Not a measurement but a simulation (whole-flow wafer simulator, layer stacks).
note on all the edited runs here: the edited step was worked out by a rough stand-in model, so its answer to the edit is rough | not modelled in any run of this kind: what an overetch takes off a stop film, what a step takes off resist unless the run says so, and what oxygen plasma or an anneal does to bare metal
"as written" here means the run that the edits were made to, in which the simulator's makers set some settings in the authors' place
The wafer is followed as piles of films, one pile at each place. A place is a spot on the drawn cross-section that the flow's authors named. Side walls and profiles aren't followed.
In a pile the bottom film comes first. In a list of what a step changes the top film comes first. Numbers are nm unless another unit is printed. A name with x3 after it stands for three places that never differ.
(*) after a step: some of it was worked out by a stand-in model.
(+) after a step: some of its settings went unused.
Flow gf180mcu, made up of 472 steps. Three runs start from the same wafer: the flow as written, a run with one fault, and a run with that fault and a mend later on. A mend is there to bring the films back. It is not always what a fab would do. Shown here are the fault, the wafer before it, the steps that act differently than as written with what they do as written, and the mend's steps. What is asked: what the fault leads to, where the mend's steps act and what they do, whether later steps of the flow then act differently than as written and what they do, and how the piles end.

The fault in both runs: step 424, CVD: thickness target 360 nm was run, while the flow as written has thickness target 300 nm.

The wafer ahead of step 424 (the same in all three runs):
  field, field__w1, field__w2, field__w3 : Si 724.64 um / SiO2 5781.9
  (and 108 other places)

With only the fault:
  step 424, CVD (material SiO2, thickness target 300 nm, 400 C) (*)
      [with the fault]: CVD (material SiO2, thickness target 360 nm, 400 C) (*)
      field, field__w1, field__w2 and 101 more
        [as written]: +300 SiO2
        [with the fault]: +360 SiO2
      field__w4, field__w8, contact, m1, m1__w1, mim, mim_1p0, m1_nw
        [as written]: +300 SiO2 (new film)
        [with the fault]: +360 SiO2 (new film)
  Steps further on in the flow that do not act as written (not shown: 2 more steps that differ only slightly, by at most 2% or 0.5 nm, whichever is larger):
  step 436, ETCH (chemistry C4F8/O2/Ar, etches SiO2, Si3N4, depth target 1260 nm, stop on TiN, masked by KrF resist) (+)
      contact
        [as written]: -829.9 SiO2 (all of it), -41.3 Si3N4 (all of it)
        [with the fault]: -889.9 SiO2 (all of it), -41.3 Si3N4 (all of it)
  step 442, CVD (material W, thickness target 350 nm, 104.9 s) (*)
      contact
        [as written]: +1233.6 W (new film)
        [with the fault]: +1294 W (new film)
  The piles end different from the flow's at field__w4, field__w8, contact, m1, m1__w1, mim, mim_1p0, m1_nw by more than 2% or 0.5 nm, whichever is larger.
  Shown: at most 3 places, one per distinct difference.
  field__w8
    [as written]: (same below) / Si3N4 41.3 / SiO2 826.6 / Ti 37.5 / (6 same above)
    [with the fault]: (same below) / Si3N4 41.3 / SiO2 886.6 / Ti 37.5 / (6 same above)
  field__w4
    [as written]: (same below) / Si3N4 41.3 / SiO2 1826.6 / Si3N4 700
    [with the fault]: (same below) / Si3N4 41.3 / SiO2 1886.6 / Si3N4 700
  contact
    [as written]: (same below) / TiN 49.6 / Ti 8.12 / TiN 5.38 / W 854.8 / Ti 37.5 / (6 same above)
    [with the fault]: (same below) / TiN 49.6 / Ti 7.85 / TiN 5.2 / W 915.3 / Ti 37.5 / (6 same above)

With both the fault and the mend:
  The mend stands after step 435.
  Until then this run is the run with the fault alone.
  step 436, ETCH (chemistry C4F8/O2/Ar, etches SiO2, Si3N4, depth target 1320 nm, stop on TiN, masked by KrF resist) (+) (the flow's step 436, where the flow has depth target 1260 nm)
      field, field__w1, field__w2 and 108 more
        -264 KrF resist
      contact
        -889.9 SiO2 (all of it), -41.3 Si3N4 (all of it)
  Steps further on in the flow that do not act as written (not shown: 3 more steps that differ only slightly, by at most 2% or 0.5 nm, whichever is larger):
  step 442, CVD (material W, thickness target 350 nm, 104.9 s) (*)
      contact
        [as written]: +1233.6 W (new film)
        [with the mend]: +1294 W (new film)
  The piles end different from the flow's at field__w4, field__w8, contact, m1, m1__w1, mim, mim_1p0, m1_nw by more than 2% or 0.5 nm, whichever is larger.
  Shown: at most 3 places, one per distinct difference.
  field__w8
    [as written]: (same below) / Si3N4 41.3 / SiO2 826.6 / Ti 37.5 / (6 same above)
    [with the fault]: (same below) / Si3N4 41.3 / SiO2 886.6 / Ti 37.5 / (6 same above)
    [with the mend]: (same below) / Si3N4 41.3 / SiO2 886.6 / Ti 37.5 / (6 same above)
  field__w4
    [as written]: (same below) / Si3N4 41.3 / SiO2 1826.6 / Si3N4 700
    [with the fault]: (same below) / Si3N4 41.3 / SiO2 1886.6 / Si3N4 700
    [with the mend]: (same below) / Si3N4 41.3 / SiO2 1886.6 / Si3N4 700
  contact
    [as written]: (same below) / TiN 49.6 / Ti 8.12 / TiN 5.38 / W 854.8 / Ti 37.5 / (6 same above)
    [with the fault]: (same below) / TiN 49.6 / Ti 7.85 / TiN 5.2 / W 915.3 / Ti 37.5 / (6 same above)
    [with the mend]: (same below) / TiN 49.6 / Ti 7.85 / TiN 5.2 / W 915.3 / Ti 37.5 / (6 same above)
